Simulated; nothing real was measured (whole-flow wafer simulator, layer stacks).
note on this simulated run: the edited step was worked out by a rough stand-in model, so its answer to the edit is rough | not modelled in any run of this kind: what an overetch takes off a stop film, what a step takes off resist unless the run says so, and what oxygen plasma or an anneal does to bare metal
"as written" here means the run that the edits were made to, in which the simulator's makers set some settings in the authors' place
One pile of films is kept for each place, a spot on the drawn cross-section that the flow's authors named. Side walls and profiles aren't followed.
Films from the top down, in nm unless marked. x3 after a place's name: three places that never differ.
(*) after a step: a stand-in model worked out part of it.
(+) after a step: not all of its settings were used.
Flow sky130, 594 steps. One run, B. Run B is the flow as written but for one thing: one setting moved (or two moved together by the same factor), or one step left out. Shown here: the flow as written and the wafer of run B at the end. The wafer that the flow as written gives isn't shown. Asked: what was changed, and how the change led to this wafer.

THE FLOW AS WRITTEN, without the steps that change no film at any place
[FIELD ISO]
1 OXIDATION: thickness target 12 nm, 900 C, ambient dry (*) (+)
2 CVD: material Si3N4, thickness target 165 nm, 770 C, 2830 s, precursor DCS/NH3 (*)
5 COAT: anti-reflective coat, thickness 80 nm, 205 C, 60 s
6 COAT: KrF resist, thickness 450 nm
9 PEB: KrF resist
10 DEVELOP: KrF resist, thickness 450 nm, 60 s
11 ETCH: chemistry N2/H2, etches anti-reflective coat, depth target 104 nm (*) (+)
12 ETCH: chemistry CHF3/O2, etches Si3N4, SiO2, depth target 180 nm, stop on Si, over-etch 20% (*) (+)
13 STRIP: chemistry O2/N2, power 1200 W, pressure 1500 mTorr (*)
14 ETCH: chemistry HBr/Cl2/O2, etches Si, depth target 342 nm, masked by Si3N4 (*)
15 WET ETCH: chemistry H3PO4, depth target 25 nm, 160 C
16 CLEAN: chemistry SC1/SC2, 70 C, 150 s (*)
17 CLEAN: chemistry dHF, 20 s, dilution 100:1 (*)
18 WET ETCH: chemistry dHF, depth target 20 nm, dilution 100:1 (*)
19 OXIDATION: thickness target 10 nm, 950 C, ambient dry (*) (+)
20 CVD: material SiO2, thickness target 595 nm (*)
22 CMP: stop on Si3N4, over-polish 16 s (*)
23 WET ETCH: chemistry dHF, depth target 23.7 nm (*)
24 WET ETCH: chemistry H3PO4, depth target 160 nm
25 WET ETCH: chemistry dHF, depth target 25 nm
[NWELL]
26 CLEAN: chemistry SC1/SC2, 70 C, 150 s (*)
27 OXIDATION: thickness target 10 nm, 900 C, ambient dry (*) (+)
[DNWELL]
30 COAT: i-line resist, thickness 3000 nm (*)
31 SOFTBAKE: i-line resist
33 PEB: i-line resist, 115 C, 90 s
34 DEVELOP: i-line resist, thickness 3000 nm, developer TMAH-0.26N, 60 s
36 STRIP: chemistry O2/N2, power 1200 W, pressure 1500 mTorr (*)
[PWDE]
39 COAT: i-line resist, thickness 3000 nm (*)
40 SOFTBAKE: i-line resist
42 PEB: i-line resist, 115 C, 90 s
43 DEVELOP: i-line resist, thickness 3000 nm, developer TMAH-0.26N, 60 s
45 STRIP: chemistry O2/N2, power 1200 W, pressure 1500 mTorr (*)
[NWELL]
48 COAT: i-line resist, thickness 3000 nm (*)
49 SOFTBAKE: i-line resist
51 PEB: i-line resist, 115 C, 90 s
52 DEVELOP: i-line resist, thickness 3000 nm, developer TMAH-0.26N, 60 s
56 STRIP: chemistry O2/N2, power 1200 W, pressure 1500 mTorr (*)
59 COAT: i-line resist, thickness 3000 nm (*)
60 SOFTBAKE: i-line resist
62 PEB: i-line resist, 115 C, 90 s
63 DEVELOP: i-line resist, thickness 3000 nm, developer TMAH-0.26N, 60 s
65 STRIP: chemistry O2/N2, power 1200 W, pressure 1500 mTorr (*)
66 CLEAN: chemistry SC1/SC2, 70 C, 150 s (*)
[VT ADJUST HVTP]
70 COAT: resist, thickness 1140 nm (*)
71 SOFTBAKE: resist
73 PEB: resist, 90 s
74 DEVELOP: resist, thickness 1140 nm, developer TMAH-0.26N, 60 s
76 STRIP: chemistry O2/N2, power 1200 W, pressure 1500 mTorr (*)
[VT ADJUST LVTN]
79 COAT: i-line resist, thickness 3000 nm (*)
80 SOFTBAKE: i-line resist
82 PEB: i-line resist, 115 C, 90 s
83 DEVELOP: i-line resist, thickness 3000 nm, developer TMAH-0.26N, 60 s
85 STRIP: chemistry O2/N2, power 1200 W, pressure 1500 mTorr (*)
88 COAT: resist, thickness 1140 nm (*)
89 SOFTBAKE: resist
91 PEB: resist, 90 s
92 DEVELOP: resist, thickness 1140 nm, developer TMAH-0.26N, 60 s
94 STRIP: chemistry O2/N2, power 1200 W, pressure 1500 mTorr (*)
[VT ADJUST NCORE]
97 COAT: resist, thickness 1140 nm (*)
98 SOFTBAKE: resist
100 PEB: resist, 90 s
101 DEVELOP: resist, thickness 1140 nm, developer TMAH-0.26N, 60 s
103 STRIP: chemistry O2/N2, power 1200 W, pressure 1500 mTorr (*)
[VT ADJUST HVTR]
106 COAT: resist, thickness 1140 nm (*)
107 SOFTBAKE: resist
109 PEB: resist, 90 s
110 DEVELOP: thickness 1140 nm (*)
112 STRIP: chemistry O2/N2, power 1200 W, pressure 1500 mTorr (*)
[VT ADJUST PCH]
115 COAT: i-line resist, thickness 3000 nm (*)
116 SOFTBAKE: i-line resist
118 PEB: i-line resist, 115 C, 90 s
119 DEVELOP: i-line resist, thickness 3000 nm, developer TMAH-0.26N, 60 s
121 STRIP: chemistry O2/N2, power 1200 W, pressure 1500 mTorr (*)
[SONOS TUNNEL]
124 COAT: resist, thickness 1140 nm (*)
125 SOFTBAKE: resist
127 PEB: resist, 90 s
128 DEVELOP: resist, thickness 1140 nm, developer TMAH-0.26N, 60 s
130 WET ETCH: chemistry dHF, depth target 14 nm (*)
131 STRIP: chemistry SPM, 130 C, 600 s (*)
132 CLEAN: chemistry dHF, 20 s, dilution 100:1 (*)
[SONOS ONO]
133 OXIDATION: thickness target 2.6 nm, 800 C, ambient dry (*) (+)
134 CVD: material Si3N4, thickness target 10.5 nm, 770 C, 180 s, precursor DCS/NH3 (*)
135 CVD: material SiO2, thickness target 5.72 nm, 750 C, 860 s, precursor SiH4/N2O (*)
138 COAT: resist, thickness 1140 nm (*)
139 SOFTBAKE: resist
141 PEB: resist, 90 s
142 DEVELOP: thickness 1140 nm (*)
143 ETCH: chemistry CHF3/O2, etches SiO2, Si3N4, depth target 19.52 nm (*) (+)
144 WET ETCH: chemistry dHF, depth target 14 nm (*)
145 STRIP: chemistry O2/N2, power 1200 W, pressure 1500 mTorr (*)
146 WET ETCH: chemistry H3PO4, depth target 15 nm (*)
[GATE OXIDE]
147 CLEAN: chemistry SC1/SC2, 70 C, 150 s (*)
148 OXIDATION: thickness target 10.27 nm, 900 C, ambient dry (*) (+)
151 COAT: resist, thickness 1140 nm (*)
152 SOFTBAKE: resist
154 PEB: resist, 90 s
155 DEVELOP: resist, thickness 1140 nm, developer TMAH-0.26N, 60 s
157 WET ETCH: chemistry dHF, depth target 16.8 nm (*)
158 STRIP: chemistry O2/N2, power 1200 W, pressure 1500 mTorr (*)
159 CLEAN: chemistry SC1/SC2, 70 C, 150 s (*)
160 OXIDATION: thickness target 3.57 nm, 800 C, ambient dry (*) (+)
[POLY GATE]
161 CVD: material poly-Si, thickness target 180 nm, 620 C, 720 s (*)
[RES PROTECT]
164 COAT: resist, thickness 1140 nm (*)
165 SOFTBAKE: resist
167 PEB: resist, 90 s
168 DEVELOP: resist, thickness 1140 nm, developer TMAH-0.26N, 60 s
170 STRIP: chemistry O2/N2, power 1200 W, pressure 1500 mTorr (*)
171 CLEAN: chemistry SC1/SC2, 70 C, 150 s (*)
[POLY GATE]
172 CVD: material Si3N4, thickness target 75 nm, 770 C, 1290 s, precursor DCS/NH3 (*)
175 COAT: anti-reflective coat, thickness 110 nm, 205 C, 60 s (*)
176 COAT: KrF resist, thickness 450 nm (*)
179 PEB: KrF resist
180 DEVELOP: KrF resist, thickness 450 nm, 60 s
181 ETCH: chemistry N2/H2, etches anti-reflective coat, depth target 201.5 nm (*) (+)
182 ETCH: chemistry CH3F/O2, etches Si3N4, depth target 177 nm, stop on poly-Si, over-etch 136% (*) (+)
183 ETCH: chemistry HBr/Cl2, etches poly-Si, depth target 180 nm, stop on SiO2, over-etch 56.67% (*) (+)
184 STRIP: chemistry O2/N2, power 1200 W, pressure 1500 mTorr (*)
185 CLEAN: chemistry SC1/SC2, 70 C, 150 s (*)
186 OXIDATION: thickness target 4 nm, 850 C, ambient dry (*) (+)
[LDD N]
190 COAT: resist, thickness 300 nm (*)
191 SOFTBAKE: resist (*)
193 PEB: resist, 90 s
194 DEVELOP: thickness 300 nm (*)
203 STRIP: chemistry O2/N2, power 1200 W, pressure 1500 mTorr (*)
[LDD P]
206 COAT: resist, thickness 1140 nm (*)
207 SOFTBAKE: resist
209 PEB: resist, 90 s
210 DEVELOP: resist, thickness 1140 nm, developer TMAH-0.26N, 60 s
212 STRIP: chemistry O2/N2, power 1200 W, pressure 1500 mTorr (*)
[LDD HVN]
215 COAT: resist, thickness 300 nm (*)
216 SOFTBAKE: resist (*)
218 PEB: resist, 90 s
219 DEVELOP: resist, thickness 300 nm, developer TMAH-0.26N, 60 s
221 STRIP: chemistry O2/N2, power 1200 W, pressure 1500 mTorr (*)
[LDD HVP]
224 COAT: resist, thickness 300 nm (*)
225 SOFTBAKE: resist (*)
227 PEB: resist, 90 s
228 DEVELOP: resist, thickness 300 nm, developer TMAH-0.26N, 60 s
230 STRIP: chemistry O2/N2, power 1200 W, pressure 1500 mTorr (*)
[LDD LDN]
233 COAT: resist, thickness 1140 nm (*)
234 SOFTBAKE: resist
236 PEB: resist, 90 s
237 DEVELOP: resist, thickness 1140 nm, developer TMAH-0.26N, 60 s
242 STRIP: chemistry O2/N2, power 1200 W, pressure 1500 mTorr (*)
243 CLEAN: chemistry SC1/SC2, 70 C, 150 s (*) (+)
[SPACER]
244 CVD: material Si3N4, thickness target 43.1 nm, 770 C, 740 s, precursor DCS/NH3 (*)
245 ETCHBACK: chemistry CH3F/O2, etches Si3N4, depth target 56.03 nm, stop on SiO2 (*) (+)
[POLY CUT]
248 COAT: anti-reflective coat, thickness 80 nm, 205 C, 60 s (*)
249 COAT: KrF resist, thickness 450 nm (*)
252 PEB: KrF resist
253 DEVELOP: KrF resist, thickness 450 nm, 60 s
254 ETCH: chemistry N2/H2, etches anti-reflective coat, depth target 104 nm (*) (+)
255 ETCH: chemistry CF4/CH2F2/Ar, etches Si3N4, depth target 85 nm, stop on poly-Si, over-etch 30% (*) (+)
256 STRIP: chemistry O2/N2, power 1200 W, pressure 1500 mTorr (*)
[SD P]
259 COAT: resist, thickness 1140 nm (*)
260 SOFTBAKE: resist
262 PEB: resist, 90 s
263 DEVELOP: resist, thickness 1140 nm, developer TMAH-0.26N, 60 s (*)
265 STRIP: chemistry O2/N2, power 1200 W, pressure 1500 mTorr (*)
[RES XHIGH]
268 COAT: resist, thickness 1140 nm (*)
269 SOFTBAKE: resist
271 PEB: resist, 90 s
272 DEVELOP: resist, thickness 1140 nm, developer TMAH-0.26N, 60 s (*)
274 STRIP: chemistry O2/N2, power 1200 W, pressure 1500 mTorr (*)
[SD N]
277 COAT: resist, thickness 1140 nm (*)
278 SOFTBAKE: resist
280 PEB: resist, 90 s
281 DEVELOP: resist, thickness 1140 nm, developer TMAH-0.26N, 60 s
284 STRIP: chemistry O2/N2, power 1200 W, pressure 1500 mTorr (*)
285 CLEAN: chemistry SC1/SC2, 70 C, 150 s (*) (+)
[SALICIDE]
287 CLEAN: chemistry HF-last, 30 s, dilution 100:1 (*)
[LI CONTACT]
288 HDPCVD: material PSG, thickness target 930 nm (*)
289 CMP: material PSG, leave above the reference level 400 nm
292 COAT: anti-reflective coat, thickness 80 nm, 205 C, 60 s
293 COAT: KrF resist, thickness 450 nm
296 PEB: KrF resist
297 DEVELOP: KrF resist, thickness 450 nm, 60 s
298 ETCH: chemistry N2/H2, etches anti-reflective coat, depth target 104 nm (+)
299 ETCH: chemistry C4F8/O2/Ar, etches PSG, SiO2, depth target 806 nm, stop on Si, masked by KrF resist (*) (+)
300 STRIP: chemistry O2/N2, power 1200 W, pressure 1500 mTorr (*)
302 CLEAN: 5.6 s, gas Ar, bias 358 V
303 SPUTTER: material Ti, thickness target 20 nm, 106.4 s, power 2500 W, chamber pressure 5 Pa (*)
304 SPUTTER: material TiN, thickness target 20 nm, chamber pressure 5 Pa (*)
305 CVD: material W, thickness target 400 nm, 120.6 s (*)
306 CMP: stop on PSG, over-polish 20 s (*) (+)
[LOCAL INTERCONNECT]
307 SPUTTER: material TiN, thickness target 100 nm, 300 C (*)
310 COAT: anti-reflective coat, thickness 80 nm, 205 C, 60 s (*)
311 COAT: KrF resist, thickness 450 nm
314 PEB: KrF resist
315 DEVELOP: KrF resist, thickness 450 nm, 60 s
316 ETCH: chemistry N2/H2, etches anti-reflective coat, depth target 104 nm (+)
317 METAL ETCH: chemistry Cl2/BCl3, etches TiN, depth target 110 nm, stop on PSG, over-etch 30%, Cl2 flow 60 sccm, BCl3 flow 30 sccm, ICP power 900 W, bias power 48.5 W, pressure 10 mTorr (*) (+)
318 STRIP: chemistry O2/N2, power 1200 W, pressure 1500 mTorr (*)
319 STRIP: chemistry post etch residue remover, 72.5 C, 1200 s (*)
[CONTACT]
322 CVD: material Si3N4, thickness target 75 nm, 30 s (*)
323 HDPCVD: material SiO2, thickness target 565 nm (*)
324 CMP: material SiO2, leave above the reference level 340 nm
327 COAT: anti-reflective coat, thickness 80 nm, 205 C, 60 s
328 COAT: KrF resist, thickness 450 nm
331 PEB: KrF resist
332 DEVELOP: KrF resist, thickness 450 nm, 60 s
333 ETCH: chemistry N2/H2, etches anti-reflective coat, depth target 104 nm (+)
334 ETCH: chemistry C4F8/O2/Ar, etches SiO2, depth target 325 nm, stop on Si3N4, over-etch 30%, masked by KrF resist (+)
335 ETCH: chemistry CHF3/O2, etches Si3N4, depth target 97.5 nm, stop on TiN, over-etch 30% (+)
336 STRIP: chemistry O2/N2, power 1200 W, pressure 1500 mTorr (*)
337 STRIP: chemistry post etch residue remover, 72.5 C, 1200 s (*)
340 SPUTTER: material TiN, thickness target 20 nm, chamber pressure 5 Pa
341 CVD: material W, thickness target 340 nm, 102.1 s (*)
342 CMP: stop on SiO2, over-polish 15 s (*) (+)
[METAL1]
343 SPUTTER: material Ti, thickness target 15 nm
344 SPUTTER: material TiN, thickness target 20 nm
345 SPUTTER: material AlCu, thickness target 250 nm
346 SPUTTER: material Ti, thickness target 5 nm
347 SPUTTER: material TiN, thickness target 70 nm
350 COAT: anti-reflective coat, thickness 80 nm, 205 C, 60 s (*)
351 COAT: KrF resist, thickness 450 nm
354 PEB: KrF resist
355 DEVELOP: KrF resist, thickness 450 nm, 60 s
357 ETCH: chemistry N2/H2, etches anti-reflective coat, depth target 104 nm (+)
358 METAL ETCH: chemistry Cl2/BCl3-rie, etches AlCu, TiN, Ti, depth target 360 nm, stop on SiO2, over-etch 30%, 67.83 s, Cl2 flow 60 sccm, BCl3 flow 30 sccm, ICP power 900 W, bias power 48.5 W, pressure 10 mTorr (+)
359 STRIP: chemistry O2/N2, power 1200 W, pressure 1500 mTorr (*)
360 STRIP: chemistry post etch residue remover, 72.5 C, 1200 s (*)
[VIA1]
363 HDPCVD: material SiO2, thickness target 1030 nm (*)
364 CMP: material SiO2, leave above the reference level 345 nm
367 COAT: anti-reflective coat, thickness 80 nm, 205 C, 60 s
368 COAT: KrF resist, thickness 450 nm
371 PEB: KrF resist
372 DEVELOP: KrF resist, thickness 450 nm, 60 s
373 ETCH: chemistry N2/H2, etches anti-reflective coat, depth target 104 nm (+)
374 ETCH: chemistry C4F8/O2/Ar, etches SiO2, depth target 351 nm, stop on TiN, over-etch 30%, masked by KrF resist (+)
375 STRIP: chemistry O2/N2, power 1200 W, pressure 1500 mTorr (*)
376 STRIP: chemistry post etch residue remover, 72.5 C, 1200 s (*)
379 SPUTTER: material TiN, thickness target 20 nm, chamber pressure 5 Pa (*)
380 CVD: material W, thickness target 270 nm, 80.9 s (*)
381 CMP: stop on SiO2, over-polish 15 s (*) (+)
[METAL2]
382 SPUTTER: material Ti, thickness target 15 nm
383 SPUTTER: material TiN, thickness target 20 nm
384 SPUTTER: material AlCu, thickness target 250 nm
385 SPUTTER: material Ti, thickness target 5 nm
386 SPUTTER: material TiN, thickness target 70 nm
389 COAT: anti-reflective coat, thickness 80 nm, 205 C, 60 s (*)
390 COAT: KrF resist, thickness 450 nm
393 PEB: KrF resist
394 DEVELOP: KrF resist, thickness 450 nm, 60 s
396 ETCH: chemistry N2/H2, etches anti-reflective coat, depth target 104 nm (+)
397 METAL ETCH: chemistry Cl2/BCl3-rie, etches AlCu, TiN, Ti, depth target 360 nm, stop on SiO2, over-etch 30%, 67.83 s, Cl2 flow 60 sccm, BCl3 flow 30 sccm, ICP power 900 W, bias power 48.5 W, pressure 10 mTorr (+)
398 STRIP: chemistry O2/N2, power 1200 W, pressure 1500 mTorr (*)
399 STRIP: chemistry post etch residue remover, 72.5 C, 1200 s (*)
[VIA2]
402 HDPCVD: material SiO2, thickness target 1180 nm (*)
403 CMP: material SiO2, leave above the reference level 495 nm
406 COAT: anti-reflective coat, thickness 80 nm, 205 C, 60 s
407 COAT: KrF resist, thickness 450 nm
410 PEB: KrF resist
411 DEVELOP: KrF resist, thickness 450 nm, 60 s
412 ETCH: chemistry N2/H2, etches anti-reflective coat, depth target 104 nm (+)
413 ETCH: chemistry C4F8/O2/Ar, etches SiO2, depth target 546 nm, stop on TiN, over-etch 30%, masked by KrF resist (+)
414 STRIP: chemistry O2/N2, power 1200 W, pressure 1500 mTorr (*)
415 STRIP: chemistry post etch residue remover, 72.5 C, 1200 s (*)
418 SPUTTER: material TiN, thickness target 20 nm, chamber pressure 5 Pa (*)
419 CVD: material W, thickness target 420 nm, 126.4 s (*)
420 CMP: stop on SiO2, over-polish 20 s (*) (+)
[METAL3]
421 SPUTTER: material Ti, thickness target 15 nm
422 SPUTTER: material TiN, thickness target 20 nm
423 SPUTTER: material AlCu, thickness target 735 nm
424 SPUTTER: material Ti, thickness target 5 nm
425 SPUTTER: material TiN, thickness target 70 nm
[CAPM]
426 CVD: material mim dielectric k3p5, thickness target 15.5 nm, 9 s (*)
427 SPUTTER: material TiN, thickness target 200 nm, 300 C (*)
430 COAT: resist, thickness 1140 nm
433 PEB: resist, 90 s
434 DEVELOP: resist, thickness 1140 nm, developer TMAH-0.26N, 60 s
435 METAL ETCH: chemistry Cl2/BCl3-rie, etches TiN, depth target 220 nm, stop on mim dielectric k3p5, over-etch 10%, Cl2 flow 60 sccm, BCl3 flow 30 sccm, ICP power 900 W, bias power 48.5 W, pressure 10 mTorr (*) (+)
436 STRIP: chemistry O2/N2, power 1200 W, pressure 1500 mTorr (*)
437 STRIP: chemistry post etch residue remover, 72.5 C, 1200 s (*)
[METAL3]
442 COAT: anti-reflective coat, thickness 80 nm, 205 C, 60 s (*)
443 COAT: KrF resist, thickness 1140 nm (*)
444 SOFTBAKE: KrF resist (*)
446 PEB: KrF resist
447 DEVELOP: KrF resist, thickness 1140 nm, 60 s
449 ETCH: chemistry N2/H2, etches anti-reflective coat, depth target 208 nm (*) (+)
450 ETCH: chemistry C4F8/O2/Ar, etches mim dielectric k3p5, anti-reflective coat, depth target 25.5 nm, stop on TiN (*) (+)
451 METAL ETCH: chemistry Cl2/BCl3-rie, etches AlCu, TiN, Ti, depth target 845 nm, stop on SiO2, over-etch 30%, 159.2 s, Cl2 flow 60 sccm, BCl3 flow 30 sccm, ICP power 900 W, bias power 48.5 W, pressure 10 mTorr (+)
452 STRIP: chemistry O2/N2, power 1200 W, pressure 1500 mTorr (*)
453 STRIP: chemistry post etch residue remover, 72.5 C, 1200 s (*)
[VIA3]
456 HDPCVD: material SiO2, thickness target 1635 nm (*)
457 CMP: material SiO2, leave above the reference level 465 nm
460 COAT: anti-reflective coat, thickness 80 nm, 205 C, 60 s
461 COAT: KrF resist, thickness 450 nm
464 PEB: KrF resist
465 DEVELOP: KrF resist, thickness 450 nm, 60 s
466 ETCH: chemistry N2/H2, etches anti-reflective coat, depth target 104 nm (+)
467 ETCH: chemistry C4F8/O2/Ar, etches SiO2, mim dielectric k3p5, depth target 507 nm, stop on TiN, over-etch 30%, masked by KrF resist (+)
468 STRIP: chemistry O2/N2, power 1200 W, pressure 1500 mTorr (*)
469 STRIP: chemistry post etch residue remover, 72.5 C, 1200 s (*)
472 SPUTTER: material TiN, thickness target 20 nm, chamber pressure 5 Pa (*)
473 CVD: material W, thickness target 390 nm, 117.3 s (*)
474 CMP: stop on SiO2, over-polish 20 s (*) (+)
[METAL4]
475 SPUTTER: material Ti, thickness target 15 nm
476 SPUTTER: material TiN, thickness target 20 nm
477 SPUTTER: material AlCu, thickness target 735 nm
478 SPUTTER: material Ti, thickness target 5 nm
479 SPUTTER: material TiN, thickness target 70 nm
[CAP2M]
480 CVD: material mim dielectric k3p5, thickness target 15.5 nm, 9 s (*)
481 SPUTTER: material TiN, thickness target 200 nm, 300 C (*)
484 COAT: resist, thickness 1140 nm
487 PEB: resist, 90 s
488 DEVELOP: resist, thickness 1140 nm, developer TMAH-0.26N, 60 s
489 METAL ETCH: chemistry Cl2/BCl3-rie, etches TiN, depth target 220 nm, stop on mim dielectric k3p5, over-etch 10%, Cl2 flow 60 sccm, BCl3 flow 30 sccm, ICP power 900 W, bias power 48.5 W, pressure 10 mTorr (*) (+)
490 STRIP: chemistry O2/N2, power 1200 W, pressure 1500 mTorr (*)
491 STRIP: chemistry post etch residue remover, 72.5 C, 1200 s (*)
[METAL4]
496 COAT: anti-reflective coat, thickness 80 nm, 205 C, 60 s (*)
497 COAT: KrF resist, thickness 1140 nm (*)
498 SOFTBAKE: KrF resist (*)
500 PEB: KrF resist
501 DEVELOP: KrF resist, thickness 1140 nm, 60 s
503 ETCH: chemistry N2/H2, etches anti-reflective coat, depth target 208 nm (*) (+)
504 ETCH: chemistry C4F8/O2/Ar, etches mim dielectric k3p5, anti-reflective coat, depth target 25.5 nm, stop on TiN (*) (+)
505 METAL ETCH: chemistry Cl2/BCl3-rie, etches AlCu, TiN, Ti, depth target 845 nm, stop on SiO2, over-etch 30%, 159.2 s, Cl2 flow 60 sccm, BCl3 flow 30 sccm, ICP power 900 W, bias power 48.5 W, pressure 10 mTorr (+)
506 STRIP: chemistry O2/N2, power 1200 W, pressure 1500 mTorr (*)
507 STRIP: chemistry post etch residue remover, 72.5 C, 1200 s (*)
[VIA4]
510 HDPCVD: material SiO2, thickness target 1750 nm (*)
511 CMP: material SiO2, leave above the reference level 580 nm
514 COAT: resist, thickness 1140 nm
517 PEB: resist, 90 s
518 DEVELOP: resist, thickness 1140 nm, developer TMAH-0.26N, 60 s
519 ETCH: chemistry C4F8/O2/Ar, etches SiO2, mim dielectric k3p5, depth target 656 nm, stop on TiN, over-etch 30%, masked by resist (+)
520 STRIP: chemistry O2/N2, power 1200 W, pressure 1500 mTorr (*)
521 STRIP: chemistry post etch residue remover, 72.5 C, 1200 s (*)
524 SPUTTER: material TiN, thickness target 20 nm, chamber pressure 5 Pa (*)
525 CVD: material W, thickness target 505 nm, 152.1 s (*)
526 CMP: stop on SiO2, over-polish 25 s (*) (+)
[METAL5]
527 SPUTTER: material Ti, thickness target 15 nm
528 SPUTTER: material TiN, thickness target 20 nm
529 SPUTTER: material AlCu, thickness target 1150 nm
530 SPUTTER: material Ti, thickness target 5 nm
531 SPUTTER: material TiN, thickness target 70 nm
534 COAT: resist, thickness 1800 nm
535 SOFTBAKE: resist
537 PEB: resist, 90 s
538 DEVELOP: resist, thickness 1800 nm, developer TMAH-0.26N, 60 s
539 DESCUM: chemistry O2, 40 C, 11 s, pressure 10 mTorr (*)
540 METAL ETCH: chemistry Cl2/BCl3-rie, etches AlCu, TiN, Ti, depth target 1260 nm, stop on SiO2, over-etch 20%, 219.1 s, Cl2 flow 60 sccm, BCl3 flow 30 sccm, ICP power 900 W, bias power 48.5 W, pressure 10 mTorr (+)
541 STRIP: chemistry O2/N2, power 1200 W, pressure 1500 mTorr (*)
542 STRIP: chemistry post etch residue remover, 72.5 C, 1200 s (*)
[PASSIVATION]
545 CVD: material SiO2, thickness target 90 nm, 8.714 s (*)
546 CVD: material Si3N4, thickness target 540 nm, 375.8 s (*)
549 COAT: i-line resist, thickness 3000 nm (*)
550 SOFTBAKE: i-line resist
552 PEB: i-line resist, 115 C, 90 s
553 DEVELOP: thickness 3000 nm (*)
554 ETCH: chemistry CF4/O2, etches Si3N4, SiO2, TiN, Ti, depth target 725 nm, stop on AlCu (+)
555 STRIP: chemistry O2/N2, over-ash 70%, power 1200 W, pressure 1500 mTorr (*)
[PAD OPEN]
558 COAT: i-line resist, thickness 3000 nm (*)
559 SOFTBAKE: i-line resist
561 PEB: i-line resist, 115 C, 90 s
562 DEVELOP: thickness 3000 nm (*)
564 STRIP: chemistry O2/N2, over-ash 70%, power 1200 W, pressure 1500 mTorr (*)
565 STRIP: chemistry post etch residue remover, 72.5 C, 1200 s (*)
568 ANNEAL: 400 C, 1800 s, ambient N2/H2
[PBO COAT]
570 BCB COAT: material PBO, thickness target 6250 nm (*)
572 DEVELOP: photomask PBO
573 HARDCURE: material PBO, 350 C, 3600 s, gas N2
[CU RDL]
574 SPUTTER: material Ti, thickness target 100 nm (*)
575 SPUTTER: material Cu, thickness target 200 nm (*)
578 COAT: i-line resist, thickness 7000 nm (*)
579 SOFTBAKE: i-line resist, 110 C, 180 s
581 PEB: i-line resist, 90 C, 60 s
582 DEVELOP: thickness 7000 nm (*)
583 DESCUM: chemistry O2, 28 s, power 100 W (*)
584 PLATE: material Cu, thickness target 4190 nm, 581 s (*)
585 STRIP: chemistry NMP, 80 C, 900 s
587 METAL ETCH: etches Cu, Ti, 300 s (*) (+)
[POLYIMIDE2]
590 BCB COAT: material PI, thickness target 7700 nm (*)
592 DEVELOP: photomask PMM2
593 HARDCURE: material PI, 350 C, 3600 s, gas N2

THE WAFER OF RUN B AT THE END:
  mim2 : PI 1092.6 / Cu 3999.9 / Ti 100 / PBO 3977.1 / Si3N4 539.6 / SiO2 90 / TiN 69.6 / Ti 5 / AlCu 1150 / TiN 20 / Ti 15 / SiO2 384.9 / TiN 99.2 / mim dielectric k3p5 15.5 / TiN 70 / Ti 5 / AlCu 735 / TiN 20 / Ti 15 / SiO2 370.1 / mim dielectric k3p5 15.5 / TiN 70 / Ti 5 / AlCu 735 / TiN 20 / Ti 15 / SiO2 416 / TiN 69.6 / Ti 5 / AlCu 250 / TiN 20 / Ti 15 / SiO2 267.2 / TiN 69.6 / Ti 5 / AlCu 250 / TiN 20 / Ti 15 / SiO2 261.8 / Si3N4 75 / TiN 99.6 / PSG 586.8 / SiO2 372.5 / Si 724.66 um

The cause: step 481, SPUTTER: thickness target 100 nm was run, where the flow has thickness target 200 nm.

How the change led to this, step by step:
  481 SPUTTER: material TiN, thickness target 200 nm, 300 C (*)
      field, active, n_well and 189 more: TiN +100 (new film) (as written it would be: TiN +200 (new film))
  489 METAL ETCH: chemistry Cl2/BCl3-rie, etches TiN, depth target 220 nm, stop on mim dielectric k3p5, over-etch 10%, Cl2 flow 60 sccm, BCl3 flow 30 sccm, ICP power 900 W, bias power 48.5 W, pressure 10 mTorr (*) (+)
      field, active, n_well and 188 more: TiN -100 (all of it) (as written it would be: TiN -200 (all of it))
      mim2: resist -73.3 (as written it would be: resist -146.7)
  490 STRIP: chemistry O2/N2, power 1200 W, pressure 1500 mTorr (*)
      mim2: resist -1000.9 (all of it) (as written it would be: resist -927.6 (all of it))
  496 COAT: anti-reflective coat, thickness 80 nm, 205 C, 60 s (*)
      iso_guard__w2: anti-reflective coat +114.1 (new film) (as written it would be: anti-reflective coat +175.7 (new film))
      mim2: anti-reflective coat +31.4 (new film) (as written it would be: anti-reflective coat +38 (new film))
  497 COAT: KrF resist, thickness 1140 nm (*)
      iso_guard__w2: KrF resist +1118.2 (new film) (as written it would be: KrF resist +1076.8 (new film))
      mim2: KrF resist +1103 (new film) (as written it would be: KrF resist +1021 (new film))
  500 PEB: KrF resist
      mim2: KrF resist -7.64 (as written it would be: KrF resist -7.05)
  506 STRIP: chemistry O2/N2, power 1200 W, pressure 1500 mTorr (*)
      iso_guard__w2: KrF resist -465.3 (all of it), anti-reflective coat -114.1 (all of it) (as written it would be: KrF resist -424.2 (all of it), anti-reflective coat -175.7 (all of it))
      mim2: KrF resist -450.2 (all of it), anti-reflective coat -31.4 (all of it) (as written it would be: KrF resist -368.7 (all of it), anti-reflective coat -38 (all of it))
  511 CMP: material SiO2, leave above the reference level 580 nm
      mim2: SiO2 -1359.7 (as written it would be: SiO2 -1459.7)
